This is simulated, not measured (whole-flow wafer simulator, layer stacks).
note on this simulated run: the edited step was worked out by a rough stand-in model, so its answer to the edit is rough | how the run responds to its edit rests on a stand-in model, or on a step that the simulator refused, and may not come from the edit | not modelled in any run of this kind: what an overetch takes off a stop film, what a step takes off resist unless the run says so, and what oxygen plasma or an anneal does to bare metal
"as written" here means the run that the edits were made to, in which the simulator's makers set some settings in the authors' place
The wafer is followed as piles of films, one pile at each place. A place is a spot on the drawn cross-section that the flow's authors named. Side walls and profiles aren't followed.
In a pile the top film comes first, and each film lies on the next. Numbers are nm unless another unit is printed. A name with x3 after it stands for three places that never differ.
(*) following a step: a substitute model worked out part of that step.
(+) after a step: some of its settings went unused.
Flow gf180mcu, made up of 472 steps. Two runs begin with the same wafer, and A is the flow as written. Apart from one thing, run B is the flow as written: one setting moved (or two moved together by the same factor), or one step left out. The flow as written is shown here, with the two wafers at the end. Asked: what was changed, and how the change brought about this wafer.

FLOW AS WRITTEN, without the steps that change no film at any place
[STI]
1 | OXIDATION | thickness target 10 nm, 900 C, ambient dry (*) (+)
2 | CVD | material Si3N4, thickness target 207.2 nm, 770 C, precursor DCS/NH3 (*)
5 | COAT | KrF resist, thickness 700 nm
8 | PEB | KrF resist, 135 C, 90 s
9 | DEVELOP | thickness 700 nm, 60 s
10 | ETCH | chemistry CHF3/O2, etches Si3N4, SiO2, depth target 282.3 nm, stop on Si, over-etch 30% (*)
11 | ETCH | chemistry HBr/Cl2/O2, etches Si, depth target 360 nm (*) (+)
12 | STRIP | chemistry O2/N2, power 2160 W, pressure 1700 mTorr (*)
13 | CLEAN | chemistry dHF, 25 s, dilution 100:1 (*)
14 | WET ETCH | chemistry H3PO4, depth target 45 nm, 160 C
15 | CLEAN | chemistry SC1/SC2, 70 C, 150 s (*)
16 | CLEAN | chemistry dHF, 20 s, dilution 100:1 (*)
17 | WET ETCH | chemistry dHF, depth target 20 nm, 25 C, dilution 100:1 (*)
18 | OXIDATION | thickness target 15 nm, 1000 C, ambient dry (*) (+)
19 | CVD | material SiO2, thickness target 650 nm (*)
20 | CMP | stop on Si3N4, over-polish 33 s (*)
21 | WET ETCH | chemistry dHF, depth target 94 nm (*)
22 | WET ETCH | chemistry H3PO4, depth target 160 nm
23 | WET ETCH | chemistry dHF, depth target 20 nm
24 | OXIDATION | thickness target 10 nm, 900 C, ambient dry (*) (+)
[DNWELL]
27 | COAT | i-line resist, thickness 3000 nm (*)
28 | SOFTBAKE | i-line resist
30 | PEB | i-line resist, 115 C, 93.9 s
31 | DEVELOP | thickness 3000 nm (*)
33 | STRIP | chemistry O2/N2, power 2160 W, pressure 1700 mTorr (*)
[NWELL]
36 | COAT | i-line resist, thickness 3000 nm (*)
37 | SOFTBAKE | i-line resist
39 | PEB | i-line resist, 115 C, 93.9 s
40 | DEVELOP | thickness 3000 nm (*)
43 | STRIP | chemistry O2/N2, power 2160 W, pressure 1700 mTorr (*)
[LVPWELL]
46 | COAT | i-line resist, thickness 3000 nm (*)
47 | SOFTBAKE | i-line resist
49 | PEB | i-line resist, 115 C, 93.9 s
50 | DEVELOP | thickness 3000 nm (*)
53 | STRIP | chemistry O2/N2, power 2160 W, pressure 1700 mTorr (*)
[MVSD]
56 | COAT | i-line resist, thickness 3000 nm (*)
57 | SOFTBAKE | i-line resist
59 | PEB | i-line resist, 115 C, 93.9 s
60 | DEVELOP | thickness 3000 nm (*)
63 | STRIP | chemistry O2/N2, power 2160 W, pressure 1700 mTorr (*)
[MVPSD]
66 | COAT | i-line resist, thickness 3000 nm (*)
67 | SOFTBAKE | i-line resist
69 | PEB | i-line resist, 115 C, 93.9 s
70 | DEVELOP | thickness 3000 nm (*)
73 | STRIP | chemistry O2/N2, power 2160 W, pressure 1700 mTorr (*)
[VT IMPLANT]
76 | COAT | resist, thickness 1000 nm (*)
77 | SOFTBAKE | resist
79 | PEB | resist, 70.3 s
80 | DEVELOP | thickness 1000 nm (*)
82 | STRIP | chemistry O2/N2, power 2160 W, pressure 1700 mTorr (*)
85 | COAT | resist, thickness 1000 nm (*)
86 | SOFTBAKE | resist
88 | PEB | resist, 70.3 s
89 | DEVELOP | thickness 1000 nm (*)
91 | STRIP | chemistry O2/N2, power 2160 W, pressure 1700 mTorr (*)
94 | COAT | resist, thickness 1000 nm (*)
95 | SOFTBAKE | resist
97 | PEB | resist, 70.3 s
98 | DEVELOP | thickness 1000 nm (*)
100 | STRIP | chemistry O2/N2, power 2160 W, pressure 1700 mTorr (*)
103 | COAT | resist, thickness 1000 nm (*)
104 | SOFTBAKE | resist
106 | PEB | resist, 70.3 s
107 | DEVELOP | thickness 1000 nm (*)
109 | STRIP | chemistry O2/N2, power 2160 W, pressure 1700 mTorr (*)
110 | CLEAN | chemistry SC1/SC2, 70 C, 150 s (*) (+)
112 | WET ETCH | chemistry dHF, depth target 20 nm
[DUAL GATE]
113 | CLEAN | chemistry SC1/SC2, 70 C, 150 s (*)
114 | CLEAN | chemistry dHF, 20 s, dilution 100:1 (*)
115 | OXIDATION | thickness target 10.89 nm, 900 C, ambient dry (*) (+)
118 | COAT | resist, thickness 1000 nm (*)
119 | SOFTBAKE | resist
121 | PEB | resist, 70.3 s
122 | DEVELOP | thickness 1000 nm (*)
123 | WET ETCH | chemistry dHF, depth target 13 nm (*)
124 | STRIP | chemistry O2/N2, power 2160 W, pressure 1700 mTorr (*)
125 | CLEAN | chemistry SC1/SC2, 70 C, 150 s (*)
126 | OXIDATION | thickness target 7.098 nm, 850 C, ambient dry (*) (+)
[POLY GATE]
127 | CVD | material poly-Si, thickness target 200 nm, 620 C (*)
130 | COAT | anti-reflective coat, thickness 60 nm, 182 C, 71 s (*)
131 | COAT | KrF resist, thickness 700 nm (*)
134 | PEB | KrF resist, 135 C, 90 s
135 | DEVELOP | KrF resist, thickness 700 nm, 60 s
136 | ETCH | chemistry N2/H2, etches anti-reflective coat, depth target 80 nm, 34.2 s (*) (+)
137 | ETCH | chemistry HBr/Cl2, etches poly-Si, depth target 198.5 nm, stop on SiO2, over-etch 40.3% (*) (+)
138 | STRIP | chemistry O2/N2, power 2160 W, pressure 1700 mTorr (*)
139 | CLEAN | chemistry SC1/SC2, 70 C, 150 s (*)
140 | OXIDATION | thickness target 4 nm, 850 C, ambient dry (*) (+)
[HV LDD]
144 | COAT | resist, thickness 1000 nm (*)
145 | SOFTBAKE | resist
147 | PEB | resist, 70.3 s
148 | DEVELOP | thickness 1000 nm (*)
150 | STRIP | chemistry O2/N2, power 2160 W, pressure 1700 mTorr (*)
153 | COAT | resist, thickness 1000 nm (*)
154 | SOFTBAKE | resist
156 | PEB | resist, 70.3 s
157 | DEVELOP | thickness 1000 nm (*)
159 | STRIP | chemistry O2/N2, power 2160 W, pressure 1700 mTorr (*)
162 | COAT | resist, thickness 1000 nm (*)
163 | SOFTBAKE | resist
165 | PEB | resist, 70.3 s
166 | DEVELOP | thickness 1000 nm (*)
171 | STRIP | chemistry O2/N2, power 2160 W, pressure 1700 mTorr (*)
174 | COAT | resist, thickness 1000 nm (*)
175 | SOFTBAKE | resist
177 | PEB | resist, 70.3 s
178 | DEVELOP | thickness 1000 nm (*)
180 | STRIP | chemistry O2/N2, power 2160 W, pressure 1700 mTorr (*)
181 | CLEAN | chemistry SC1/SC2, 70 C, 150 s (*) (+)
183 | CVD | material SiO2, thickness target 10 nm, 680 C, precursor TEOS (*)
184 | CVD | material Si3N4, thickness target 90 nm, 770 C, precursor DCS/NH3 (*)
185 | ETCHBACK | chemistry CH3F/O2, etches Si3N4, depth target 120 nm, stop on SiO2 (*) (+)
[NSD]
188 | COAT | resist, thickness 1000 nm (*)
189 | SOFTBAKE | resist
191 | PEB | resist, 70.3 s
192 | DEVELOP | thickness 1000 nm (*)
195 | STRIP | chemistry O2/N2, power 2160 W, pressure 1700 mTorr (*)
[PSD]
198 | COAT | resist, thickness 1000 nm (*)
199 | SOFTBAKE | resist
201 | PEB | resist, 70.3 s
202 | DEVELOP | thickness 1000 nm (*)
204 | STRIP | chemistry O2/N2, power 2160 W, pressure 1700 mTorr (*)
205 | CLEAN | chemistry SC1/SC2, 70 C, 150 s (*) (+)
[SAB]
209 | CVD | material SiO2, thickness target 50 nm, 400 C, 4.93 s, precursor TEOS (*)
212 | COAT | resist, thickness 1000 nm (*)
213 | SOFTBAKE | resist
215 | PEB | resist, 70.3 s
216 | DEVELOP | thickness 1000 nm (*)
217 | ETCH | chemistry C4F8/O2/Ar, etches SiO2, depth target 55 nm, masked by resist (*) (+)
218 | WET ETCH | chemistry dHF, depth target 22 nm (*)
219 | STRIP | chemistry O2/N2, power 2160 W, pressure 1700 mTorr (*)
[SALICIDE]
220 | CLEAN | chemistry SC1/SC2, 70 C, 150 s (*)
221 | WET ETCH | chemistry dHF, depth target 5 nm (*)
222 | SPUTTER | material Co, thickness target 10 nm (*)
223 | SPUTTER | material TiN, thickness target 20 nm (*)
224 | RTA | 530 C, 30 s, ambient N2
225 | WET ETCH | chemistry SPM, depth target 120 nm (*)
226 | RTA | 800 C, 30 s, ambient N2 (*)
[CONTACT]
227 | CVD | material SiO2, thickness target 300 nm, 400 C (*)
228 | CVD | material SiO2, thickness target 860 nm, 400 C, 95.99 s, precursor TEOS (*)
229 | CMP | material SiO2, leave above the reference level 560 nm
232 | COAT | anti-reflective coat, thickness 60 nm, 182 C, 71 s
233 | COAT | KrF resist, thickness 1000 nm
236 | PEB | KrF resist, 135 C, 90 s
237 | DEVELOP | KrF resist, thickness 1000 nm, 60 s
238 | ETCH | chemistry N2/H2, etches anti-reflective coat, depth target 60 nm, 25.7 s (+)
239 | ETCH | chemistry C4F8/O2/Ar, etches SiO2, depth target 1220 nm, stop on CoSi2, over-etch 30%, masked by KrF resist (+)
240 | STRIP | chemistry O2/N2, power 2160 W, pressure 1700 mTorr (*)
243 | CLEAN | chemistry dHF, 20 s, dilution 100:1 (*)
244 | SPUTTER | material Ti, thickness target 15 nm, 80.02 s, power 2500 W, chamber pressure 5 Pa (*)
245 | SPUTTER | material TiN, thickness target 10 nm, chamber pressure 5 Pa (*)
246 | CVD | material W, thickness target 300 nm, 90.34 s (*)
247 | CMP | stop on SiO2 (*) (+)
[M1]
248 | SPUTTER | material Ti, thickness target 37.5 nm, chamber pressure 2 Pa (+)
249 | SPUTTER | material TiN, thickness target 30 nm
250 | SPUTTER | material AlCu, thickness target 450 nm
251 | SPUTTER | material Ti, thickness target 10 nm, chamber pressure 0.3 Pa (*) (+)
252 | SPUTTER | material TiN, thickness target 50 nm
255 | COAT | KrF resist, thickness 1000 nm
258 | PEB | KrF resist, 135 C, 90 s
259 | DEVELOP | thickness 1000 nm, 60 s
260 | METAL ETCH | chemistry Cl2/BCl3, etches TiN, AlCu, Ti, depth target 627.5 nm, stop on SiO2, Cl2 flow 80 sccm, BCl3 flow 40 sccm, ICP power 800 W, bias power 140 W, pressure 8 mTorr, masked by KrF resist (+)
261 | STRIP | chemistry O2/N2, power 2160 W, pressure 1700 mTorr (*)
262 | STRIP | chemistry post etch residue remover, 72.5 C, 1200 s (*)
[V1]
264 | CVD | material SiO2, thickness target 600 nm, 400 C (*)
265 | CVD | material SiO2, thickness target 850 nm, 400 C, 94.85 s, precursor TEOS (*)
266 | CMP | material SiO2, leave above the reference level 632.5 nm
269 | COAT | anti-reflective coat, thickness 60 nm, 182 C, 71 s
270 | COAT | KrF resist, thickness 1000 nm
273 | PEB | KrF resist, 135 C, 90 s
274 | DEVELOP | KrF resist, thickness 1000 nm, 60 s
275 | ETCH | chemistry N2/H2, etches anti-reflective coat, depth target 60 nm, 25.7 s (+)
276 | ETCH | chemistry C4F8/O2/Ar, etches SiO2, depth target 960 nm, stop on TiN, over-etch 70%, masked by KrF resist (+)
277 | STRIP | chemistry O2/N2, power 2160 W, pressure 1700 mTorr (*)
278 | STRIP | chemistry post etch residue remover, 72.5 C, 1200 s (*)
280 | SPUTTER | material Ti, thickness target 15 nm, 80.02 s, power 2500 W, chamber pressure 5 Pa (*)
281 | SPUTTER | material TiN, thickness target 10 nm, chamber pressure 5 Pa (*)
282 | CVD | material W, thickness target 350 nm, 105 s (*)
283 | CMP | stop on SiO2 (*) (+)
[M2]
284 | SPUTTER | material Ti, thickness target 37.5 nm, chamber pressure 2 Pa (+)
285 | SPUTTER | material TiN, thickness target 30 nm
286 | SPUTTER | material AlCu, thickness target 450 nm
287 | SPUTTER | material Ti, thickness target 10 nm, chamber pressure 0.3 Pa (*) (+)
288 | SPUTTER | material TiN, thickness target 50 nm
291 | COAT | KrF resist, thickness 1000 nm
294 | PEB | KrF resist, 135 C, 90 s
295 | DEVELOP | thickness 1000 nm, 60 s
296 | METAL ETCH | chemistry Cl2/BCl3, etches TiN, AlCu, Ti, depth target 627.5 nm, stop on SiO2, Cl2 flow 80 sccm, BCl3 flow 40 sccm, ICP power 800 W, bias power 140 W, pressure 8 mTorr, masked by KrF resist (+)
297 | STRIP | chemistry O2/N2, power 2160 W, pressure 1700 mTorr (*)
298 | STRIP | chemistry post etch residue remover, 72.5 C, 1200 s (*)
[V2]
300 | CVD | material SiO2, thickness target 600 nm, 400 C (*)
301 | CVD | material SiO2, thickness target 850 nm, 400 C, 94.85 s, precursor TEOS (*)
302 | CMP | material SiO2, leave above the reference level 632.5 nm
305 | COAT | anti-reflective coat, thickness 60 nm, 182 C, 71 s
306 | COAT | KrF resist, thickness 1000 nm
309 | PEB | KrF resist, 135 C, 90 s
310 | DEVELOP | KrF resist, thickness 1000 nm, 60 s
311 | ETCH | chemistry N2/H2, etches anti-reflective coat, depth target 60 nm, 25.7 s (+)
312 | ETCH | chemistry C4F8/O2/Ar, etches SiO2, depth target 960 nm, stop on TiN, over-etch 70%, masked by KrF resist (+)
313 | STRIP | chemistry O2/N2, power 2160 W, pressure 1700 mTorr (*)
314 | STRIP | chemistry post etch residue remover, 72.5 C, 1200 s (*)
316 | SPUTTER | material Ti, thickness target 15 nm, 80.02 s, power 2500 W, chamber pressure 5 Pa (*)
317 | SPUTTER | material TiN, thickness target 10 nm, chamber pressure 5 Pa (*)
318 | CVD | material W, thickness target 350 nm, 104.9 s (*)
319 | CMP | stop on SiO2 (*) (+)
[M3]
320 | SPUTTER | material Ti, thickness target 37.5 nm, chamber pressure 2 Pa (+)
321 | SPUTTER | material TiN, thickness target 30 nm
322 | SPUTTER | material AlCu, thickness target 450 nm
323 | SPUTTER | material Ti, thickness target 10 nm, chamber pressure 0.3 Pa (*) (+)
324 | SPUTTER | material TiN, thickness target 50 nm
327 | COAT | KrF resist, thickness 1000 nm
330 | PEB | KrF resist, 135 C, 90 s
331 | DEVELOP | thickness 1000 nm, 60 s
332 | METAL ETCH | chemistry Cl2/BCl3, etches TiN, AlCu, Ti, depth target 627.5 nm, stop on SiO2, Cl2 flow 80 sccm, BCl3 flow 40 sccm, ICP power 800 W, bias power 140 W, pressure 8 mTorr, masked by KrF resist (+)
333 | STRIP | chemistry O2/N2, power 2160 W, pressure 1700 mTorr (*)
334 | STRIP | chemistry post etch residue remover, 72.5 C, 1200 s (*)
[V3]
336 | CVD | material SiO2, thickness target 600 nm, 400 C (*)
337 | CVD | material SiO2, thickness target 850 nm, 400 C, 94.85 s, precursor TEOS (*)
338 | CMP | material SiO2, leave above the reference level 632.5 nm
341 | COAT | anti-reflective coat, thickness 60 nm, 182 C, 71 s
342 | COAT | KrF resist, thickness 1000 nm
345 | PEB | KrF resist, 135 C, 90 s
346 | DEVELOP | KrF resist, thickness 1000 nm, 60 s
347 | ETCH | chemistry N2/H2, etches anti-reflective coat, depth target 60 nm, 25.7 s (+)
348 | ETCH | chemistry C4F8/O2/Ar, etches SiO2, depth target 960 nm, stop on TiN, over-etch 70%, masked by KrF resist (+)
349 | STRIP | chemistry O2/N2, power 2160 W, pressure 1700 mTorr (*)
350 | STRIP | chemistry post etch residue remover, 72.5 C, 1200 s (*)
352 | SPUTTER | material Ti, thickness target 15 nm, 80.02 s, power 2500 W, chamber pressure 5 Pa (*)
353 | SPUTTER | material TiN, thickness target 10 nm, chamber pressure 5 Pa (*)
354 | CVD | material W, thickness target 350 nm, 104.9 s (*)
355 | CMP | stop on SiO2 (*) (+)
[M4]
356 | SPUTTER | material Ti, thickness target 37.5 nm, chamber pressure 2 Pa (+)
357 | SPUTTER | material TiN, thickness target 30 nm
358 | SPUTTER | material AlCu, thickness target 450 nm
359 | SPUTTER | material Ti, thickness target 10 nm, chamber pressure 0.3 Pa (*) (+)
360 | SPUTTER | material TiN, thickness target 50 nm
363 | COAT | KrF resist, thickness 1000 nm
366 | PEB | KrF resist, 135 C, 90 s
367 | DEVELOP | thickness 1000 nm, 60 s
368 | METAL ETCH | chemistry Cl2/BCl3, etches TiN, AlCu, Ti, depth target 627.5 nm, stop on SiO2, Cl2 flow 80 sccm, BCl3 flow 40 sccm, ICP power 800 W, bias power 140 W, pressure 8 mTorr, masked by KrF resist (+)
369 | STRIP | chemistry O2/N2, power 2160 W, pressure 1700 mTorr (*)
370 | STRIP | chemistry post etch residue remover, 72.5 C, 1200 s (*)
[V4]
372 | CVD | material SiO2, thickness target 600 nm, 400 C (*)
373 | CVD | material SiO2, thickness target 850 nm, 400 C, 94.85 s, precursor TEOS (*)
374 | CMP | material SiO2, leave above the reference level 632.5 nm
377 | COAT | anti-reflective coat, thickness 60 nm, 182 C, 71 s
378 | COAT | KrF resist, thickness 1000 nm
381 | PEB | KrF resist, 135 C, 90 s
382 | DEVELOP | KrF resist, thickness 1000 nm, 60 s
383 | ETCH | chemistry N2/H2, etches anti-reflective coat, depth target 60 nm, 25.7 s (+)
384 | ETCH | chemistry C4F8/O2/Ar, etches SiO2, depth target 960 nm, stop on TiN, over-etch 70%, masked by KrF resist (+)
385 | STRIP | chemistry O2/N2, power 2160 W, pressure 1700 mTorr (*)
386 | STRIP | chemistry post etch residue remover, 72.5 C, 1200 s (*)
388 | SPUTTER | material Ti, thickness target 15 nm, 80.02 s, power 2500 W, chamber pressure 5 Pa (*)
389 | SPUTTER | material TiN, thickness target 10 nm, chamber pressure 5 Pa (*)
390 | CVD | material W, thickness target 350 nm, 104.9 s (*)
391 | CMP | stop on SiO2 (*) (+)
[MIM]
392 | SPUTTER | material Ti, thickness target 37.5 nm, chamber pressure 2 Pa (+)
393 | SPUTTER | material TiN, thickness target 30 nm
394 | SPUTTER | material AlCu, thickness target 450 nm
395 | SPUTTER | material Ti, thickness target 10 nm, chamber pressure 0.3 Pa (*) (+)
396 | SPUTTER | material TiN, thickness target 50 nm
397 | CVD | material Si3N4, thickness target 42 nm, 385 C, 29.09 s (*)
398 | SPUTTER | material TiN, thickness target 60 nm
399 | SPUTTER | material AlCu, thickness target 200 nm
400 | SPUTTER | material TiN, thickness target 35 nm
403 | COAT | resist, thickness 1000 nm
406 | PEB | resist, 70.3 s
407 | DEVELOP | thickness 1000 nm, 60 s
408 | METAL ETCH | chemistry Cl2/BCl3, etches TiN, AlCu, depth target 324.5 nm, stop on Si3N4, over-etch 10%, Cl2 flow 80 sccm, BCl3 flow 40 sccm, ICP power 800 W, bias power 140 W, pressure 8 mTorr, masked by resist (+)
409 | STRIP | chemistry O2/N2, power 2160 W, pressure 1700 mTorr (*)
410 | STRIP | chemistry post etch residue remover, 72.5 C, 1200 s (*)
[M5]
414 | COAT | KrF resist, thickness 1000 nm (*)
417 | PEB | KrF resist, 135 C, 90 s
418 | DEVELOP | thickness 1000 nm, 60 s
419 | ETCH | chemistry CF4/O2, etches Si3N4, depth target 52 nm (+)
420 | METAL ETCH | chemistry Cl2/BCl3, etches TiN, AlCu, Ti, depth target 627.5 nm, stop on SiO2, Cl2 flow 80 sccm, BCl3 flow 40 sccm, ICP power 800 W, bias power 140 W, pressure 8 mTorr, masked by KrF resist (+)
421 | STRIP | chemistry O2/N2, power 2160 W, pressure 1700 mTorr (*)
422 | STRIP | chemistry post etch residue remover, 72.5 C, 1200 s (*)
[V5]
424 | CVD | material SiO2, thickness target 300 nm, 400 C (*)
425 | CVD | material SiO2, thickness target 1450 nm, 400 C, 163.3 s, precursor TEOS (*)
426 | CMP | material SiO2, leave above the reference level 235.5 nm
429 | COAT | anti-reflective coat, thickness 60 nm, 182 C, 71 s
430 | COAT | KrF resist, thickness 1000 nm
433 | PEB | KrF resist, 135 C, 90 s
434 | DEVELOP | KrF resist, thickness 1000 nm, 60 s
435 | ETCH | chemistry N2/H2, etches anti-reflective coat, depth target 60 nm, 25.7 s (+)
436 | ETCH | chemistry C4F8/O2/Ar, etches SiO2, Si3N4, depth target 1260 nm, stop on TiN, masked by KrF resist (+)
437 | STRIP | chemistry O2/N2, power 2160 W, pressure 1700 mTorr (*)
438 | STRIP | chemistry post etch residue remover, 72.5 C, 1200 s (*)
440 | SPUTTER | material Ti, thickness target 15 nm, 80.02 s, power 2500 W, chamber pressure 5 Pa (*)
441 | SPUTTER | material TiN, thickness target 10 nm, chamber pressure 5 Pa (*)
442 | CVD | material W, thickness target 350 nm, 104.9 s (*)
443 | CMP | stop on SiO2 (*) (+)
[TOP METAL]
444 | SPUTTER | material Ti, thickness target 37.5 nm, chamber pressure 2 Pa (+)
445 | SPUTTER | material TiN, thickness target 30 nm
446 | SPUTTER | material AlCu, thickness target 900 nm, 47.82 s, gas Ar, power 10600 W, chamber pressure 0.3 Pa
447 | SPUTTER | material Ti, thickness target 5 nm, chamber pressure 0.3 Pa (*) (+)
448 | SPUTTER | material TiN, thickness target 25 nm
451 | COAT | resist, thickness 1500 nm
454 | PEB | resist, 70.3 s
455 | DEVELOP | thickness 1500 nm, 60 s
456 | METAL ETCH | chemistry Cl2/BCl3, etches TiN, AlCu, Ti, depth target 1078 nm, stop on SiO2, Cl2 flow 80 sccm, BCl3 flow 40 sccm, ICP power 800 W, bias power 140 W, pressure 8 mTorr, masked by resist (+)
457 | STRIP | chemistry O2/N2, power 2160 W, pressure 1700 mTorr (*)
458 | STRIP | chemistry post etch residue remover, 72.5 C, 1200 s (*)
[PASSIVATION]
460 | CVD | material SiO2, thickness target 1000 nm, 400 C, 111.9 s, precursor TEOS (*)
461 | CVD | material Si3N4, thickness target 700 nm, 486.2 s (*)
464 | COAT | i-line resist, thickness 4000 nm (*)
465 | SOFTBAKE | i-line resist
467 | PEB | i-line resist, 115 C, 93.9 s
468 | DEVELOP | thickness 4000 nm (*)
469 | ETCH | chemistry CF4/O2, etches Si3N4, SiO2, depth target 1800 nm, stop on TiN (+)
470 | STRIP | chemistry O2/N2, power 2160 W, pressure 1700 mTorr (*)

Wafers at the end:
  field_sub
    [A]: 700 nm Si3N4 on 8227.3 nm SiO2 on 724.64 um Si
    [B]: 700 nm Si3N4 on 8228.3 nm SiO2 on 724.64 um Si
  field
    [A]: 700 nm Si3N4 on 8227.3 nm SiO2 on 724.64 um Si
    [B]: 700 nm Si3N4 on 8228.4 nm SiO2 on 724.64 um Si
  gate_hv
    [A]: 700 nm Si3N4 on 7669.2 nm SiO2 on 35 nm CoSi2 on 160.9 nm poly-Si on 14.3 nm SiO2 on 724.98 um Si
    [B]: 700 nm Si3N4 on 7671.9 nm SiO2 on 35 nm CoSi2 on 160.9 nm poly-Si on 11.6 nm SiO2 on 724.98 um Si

The reason: step 126, OXIDATION: thickness target 3.904 nm was run, while the flow as written has thickness target 7.098 nm.

Step by step, how the change led to this:
  126 | OXIDATION | thickness target 7.098 nm, 850 C, ambient dry (*) (+)
      gate_hv, active_hv, active_nat and 25 more: A +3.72 SiO2, -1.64 Si | B +1.07 SiO2, -0.47 Si
      active, n_well, p_well and 12 more: A +7.1 SiO2 (new film), -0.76 chemical SiO2 (all of it), -2.79 Si | B +3.9 SiO2 (new film), -0.76 chemical SiO2 (all of it), -1.38 Si
  130 | COAT | anti-reflective coat, thickness 60 nm, 182 C, 71 s (*)
      p_well, spacer, sd_n: A +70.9 anti-reflective coat (new film) | B +72.4 anti-reflective coat (new film)
  136 | ETCH | chemistry N2/H2, etches anti-reflective coat, depth target 80 nm, 34.2 s (*) (+)
      p_well, spacer, sd_n: A -70.9 anti-reflective coat (all of it), -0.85 poly-Si | B -72.4 anti-reflective coat (all of it), -0.81 poly-Si
  189 | SOFTBAKE | resist
      field__w9: A +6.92 resist | B -3.06 resist
      active_hv: A +2.68 resist | B -0.5 resist
      (and at 1 other place as well)
  199 | SOFTBAKE | resist
      field__w9: A +6.92 resist | B -3.06 resist
      active_hv: A +2.68 resist | B -0.5 resist
      (and at 1 other place as well)
  218 | WET ETCH | chemistry dHF, depth target 22 nm (*)
      active, p_well, sd_n, iso_ptap_pw, iso_ntap_nw, iso_ptap_sub, vpnp_e: A -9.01 SiO2 (all of it) | B -6.18 SiO2 (all of it)
      ldn_tap, ldn_src, ldn_drn, ldp_tap, ldp_src, ldp_drn, ldp_gr: A -16 SiO2 (all of it) | B -13.5 SiO2 (all of it)
      (and at 9 other places as well)
  223 | SPUTTER | material TiN, thickness target 20 nm (*)
      field__w12: A +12 TiN (new film) | B +12.6 TiN (new film)
  225 | WET ETCH | chemistry SPM, depth target 120 nm (*)
      field__w12: A -12 TiN (all of it), -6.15 Co (all of it) | B -12.6 TiN (all of it), -6.16 Co (all of it)
